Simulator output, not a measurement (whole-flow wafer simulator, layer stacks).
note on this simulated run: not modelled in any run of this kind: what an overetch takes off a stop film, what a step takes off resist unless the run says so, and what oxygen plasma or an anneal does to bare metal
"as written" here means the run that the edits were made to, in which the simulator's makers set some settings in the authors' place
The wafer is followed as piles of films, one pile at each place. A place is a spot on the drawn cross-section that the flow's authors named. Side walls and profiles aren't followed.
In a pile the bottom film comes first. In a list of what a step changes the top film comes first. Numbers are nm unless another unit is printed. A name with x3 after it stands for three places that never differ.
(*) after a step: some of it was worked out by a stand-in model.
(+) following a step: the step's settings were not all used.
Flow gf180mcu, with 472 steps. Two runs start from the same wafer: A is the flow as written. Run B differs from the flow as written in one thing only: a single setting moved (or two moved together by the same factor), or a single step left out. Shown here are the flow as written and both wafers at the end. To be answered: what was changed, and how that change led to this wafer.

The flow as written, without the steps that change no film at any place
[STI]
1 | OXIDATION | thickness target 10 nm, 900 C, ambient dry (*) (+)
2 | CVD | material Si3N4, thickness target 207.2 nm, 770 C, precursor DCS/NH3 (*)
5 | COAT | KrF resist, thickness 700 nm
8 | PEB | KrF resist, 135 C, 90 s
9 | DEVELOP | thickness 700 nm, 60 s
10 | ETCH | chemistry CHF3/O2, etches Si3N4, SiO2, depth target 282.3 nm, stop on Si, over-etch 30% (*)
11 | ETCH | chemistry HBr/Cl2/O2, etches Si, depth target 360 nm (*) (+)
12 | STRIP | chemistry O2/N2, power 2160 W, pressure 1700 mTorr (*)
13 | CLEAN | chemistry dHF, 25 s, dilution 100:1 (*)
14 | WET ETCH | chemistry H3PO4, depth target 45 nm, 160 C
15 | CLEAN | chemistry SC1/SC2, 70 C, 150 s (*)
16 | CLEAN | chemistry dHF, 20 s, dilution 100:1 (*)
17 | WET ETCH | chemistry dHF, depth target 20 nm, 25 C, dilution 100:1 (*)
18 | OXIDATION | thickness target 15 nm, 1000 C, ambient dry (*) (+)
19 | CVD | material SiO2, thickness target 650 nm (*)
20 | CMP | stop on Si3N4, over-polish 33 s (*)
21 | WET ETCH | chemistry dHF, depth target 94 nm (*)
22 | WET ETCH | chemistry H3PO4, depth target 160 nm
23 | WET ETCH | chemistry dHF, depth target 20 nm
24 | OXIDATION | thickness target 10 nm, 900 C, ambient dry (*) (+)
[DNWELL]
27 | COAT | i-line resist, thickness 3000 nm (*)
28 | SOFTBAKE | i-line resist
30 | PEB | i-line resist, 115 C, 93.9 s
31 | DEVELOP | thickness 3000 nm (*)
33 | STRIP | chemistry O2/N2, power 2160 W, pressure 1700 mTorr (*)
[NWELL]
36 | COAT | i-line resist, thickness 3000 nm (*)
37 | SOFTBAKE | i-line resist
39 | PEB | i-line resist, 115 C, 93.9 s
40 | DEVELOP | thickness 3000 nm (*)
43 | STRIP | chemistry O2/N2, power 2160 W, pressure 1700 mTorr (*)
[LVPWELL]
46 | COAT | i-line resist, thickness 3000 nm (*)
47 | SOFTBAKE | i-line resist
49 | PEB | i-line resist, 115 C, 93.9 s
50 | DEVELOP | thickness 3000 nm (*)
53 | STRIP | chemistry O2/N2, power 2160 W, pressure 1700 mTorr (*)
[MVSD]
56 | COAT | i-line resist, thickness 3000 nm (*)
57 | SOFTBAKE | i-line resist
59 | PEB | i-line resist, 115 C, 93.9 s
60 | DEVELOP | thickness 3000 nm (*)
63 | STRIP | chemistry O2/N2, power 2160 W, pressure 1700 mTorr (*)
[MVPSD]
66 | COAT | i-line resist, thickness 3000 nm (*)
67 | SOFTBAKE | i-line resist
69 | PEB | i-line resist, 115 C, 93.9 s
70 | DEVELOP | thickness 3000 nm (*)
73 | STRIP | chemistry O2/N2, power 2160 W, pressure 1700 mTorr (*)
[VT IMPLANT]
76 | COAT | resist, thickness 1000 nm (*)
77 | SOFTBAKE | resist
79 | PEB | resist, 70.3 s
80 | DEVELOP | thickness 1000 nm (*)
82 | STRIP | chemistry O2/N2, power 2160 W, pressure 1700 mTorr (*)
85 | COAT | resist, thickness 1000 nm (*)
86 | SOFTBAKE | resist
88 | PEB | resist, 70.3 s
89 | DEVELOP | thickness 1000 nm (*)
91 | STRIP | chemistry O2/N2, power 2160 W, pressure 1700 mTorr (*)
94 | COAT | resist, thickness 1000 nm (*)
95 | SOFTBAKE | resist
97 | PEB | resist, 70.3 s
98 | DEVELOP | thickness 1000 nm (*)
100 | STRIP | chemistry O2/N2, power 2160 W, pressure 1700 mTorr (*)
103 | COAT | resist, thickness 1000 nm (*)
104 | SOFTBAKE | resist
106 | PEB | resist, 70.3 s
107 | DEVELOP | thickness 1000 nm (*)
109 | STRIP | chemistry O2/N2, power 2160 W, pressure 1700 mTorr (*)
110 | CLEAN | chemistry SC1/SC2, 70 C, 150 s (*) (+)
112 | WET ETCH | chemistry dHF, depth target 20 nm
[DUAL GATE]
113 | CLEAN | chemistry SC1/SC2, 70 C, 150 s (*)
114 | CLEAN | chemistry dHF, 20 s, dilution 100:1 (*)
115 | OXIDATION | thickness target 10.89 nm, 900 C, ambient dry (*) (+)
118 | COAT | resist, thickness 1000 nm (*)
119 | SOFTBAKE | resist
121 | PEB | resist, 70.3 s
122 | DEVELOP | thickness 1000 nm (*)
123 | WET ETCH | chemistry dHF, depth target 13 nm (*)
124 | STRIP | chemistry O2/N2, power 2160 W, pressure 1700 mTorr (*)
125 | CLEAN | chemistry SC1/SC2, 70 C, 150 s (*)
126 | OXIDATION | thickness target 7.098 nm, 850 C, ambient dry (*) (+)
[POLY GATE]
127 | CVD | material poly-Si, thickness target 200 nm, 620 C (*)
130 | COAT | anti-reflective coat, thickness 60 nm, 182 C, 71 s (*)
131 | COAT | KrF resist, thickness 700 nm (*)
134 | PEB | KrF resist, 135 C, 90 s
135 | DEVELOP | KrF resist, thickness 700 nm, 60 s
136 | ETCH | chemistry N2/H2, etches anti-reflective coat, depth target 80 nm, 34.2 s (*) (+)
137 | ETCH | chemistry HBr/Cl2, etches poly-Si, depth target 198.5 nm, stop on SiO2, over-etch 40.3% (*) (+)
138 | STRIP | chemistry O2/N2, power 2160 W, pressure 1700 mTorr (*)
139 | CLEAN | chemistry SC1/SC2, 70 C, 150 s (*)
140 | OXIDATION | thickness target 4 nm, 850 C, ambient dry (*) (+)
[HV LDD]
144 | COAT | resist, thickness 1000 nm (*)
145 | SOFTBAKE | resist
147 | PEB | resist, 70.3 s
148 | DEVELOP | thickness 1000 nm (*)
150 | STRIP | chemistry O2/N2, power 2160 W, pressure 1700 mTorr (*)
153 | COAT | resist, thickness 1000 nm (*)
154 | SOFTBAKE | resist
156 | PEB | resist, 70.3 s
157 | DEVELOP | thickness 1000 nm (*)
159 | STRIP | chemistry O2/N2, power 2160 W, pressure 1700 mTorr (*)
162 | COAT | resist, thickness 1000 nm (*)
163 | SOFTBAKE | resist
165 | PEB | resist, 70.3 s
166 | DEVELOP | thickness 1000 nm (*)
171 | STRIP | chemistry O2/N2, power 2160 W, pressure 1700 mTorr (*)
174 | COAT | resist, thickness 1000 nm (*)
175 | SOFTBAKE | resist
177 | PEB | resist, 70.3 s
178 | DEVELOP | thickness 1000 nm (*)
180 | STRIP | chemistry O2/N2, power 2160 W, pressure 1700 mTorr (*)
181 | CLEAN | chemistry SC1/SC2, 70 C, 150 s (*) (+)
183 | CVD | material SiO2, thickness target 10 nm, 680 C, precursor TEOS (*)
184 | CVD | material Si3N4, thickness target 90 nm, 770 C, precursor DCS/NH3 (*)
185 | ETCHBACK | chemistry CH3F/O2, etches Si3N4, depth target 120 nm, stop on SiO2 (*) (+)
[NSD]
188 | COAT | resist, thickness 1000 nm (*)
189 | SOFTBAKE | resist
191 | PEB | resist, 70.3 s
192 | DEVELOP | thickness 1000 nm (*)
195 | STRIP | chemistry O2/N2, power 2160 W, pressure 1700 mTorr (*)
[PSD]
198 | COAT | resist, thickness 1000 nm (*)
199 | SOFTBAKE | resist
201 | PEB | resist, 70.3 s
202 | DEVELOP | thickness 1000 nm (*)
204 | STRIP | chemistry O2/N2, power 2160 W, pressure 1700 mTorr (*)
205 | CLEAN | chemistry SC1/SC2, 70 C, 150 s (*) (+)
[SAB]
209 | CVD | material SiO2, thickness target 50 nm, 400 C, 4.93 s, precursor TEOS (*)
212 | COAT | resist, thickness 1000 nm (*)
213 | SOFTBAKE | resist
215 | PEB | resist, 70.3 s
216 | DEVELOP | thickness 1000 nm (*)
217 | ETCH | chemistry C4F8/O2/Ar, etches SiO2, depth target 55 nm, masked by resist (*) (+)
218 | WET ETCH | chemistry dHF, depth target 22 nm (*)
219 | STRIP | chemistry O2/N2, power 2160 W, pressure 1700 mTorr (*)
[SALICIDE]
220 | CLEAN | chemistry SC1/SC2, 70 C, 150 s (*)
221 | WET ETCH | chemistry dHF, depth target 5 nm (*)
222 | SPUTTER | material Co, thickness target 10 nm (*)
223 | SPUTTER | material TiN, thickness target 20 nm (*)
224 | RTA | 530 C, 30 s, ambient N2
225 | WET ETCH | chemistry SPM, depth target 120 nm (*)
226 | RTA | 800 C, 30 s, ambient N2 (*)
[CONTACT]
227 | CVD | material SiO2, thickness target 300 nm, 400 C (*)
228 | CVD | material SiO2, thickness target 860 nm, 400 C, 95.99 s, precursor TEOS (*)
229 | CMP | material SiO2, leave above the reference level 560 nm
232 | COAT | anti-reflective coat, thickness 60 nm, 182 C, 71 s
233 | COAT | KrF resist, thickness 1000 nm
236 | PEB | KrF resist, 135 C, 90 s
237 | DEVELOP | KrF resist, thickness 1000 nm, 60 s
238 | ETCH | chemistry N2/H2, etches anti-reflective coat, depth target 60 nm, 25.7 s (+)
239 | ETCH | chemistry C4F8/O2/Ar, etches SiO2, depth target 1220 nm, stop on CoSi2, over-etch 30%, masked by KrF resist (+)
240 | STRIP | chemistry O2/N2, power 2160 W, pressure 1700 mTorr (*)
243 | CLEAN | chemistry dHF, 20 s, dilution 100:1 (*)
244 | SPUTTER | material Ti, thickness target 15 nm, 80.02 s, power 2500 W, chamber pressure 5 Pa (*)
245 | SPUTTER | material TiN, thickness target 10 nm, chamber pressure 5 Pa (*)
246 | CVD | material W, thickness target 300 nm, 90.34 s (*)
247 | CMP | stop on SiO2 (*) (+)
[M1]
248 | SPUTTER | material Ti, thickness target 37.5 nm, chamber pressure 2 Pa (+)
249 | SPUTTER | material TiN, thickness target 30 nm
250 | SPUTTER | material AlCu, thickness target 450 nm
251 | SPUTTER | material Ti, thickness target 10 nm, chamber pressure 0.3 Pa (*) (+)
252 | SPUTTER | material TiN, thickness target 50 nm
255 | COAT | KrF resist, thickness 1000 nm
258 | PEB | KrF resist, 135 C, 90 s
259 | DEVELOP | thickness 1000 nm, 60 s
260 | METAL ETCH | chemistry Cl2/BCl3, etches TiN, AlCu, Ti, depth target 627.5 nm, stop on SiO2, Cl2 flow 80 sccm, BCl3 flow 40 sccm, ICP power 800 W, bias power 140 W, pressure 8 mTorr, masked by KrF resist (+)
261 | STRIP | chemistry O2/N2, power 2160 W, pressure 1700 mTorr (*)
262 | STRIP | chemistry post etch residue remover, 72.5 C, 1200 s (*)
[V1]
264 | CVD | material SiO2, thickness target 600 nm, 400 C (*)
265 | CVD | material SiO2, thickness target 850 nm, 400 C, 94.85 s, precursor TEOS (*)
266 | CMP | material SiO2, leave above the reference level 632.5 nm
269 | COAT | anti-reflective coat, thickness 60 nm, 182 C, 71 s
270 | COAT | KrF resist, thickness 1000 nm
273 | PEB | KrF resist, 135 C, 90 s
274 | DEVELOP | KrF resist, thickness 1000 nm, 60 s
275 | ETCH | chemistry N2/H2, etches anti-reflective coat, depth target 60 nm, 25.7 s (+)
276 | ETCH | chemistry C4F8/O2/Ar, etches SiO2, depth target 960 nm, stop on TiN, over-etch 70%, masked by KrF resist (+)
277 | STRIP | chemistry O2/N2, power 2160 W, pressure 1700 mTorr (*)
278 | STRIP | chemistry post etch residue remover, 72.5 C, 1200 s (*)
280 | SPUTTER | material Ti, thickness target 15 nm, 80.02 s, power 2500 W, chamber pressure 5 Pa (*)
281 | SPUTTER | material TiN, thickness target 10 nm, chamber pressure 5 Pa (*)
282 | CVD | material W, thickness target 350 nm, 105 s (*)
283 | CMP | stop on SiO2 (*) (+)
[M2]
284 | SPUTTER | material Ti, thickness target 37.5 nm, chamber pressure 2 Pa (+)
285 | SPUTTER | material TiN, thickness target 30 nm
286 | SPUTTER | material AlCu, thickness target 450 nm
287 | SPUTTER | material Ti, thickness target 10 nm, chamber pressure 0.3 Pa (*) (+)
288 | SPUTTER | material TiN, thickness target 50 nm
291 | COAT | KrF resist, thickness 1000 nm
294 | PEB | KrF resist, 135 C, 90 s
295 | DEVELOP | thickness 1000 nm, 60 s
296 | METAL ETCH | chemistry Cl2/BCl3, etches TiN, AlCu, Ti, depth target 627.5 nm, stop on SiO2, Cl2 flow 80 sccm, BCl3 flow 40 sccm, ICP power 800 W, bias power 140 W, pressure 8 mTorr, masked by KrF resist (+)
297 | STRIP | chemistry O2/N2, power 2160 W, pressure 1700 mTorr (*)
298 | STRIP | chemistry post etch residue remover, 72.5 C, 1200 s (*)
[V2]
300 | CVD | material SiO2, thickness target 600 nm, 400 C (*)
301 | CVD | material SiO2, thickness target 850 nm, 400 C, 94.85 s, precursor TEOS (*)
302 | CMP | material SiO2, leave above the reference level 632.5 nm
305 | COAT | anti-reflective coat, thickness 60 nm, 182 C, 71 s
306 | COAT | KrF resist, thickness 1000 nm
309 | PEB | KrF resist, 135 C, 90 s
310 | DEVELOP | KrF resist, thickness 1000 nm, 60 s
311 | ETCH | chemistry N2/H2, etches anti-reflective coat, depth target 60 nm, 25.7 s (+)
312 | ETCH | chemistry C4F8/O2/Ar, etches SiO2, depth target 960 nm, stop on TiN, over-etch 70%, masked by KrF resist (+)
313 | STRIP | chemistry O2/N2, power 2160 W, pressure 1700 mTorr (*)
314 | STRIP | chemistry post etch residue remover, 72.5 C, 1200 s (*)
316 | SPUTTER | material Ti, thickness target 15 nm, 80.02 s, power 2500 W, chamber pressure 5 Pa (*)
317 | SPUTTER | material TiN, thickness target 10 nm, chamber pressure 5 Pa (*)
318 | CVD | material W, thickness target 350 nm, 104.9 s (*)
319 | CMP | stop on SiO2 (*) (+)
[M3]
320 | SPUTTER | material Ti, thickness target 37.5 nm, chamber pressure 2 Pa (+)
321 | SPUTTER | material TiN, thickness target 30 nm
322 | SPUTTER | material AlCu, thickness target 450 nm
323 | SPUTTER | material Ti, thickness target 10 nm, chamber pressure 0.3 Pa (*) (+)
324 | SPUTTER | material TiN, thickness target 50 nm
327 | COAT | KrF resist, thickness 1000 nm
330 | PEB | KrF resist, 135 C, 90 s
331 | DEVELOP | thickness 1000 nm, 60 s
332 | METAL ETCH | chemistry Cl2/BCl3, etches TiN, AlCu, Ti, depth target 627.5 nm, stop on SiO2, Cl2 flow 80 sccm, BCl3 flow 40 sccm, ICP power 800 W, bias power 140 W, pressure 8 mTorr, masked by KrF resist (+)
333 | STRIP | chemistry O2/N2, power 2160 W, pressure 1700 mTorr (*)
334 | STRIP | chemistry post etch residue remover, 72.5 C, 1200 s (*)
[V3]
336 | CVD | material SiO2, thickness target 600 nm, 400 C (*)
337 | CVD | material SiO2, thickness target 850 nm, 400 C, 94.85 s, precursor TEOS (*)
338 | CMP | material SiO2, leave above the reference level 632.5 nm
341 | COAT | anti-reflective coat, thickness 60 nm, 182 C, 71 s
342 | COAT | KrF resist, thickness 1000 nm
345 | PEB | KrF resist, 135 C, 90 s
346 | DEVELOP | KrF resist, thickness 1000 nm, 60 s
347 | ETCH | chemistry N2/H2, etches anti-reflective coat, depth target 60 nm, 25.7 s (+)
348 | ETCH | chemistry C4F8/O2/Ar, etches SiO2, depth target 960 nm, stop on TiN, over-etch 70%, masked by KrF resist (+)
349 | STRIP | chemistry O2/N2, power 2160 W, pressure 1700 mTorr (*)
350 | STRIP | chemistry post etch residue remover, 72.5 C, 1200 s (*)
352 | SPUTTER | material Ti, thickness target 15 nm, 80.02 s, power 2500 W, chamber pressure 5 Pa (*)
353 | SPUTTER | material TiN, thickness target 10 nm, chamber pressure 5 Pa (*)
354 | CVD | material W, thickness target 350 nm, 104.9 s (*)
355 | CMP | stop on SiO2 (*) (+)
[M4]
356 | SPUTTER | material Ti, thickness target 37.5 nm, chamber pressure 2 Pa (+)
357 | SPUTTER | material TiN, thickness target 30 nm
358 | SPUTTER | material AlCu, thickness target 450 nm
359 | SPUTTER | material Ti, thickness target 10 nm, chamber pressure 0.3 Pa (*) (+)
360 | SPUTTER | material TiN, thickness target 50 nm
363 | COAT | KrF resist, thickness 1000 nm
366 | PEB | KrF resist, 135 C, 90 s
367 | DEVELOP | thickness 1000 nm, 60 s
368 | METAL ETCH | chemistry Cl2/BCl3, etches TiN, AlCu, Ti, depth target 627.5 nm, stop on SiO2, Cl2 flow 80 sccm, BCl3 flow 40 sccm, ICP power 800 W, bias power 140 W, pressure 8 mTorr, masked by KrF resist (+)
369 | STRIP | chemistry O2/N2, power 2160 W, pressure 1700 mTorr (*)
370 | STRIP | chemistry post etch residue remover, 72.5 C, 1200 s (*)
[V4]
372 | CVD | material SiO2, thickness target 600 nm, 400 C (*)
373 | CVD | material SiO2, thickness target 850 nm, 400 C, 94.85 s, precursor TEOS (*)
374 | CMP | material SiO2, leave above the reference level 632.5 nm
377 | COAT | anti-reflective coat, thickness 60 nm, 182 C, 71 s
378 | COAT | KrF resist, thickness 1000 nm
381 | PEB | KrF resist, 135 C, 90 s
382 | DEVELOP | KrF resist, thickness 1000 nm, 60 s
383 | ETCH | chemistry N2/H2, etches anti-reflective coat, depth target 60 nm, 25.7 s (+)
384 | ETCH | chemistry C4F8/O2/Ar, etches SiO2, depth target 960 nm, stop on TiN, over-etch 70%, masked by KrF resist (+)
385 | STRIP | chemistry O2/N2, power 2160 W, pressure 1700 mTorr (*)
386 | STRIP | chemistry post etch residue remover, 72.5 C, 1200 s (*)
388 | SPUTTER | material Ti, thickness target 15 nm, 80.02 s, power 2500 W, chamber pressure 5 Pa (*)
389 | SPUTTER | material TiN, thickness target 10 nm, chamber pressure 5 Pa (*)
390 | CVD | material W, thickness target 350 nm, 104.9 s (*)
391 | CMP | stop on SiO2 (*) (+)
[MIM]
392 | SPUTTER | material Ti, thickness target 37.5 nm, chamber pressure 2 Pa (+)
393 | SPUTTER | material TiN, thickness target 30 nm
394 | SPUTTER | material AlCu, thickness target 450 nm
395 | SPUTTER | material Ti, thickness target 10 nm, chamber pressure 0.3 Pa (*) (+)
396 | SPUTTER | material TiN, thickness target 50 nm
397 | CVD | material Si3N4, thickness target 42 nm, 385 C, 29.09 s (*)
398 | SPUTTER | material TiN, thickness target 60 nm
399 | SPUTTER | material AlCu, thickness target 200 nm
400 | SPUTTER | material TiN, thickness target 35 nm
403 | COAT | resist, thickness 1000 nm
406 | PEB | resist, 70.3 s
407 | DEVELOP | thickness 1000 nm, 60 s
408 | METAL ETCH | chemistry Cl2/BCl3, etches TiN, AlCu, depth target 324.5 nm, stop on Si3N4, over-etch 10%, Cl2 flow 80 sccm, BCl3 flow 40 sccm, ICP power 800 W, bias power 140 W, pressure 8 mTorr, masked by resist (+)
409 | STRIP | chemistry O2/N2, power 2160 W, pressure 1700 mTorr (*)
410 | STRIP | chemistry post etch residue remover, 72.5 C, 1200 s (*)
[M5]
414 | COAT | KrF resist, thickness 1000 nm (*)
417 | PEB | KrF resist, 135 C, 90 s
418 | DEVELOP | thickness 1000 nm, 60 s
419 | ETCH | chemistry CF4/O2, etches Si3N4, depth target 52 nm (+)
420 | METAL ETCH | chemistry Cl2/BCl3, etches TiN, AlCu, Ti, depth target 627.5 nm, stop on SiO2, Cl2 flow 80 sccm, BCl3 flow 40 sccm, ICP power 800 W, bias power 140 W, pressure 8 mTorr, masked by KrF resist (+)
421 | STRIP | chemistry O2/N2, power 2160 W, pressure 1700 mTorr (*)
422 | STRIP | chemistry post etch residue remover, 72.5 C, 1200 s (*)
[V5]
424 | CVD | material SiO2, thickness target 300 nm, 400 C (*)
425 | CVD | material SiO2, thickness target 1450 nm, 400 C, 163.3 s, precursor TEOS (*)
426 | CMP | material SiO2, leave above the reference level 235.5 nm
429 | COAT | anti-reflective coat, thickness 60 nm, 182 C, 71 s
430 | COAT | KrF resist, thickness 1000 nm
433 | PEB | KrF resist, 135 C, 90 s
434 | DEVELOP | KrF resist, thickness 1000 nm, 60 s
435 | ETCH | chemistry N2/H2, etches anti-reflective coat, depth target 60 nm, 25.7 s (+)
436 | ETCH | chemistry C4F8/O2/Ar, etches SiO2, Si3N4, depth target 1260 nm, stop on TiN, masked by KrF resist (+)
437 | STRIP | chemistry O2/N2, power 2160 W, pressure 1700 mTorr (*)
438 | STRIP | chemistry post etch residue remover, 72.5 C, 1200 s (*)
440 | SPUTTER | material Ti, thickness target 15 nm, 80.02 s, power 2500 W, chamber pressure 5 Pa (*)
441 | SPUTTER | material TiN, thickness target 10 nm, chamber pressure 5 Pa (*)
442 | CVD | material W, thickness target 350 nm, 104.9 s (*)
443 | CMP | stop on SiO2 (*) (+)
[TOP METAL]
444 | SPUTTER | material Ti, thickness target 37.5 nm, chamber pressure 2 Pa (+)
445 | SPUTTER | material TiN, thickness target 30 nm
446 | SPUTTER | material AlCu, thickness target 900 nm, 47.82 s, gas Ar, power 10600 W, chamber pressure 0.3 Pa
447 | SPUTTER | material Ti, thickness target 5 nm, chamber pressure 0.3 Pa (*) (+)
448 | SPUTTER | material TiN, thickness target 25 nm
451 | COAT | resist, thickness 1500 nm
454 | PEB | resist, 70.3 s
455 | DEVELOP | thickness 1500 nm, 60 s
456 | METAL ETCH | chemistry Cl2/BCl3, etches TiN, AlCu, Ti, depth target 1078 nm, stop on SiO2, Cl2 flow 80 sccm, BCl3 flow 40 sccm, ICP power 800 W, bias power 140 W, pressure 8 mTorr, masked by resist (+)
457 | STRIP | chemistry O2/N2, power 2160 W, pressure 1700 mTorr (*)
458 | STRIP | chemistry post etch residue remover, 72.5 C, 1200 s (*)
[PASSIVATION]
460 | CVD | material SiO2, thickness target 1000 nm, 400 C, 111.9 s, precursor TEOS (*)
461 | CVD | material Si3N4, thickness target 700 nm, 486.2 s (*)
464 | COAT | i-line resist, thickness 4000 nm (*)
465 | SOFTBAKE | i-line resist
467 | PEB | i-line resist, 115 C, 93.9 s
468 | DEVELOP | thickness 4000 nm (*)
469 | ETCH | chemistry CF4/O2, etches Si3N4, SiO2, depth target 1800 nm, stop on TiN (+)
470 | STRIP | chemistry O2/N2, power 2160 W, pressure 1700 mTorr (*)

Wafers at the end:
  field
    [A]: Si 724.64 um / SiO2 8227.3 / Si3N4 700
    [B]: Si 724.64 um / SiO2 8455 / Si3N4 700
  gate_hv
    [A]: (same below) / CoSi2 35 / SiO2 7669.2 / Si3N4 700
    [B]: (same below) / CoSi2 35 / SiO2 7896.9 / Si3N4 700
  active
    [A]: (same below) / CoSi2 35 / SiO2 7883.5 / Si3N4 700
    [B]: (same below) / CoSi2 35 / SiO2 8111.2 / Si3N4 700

What caused this: step 266, CMP: leave above the reference level 860.2 nm was run, while the flow as written has leave above the reference level 632.5 nm.

The path from the change to this, step by step:
  266 | CMP | material SiO2, leave above the reference level 632.5 nm
      field, field__w1, field__w2 and 99 more: A SiO2 loses 300 | B SiO2 loses 72.3
      field__w8, contact, m1 and 6 more: A SiO2 loses 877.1 | B SiO2 loses 649.4
  276 | ETCH | chemistry C4F8/O2/Ar, etches SiO2, depth target 960 nm, stop on TiN, over-etch 70%, masked by KrF resist (+)
      contact: A SiO2 loses 572.5 (all of it) | B SiO2 loses 800.2 (all of it)
  280 | SPUTTER | material Ti, thickness target 15 nm, 80.02 s, power 2500 W, chamber pressure 5 Pa (*)
      contact: A Ti gains 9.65 (new film) | B Ti gains 8.46 (new film)
  281 | SPUTTER | material TiN, thickness target 10 nm, chamber pressure 5 Pa (*)
      contact: A TiN gains 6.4 (new film) | B TiN gains 5.61 (new film)
  282 | CVD | material W, thickness target 350 nm, 105 s (*)
      contact: A W gains 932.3 (new film) | B W gains 1162 (new film)
